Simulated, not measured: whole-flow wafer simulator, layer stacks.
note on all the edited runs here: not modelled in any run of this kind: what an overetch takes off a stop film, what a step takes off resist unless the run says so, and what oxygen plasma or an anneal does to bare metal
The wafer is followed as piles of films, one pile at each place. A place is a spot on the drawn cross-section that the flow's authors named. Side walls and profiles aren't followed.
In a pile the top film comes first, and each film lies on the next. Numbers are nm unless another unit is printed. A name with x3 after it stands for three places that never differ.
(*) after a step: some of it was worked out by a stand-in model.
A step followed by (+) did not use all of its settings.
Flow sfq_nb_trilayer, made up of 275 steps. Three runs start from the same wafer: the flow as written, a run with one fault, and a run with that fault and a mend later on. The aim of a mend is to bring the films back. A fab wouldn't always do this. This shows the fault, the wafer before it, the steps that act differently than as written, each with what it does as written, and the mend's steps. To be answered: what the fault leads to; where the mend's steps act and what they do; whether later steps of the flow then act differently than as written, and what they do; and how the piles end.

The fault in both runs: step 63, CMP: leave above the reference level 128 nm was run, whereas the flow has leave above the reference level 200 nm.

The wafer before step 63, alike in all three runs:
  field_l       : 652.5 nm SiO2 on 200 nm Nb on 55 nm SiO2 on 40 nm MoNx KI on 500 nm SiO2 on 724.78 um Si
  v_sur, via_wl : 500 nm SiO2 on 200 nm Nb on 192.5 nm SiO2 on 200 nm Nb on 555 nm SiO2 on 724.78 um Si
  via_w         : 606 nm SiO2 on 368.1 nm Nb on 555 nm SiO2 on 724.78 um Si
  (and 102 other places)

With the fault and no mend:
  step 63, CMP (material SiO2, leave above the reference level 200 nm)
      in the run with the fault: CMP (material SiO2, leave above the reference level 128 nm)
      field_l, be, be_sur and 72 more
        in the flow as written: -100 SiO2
        in the run with the fault: -172 SiO2
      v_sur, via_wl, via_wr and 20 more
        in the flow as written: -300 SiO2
        in the run with the fault: -372 SiO2
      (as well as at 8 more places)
  Steps further on in the flow that do not act as written (3 more steps, not shown, differ only slightly: by at most 2% or 0.5 nm, whichever is larger):
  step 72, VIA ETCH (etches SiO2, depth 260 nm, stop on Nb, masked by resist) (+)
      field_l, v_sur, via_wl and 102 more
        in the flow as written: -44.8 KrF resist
        in the run with the fault: -33.1 KrF resist
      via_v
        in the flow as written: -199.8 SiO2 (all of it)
        in the run with the fault: -127.8 SiO2 (all of it)
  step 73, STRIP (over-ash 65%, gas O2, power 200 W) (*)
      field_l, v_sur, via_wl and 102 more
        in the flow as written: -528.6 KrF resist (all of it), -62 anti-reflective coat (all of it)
        in the run with the fault: -540.4 KrF resist (all of it), -62 anti-reflective coat (all of it)
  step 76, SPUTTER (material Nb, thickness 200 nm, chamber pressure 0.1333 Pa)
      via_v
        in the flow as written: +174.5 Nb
        in the run with the fault: +189 Nb
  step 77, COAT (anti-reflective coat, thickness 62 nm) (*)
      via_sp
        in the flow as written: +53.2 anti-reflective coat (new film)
        in the run with the fault: +54.7 anti-reflective coat (new film)
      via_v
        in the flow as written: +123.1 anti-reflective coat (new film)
        in the run with the fault: +106.6 anti-reflective coat (new film)
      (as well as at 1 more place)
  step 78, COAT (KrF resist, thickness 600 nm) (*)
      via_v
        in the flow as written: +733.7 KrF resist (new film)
        in the run with the fault: +675.3 KrF resist (new film)
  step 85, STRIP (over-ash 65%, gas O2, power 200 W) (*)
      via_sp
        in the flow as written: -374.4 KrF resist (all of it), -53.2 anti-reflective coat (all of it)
        in the run with the fault: -379.1 KrF resist (all of it), -54.7 anti-reflective coat (all of it)
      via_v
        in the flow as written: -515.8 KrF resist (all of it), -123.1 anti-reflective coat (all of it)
        in the run with the fault: -457.5 KrF resist (all of it), -106.6 anti-reflective coat (all of it)
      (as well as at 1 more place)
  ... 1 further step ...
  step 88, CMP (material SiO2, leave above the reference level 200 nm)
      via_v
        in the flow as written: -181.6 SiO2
        in the run with the fault: -162.1 SiO2
  By the end, the piles at field_l, v_sur, via_wl and 103 more depart from the flow's by more than 2% or 0.5 nm, whichever is larger.
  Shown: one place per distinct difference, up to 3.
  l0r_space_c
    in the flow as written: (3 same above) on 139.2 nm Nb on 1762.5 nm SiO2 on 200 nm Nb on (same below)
    in the run with the fault: (3 same above) on 139.2 nm Nb on 1690.5 nm SiO2 on 200 nm Nb on (same below)
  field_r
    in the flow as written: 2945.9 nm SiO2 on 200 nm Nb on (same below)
    in the run with the fault: 2873.9 nm SiO2 on 200 nm Nb on (same below)
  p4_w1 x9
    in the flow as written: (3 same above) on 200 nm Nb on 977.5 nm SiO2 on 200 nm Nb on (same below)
    in the run with the fault: (3 same above) on 200 nm Nb on 905.5 nm SiO2 on 200 nm Nb on (same below)

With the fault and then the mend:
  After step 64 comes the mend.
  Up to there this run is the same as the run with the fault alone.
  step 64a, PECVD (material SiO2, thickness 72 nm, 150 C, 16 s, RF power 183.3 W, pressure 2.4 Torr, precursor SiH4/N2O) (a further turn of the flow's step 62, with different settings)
      field_l, v_sur, via_wl and 103 more
        +72 SiO2
  None of the later steps of the flow acts differently than as written at any place that is followed.
  By the end, the piles equal the flow's at every place that both follow.
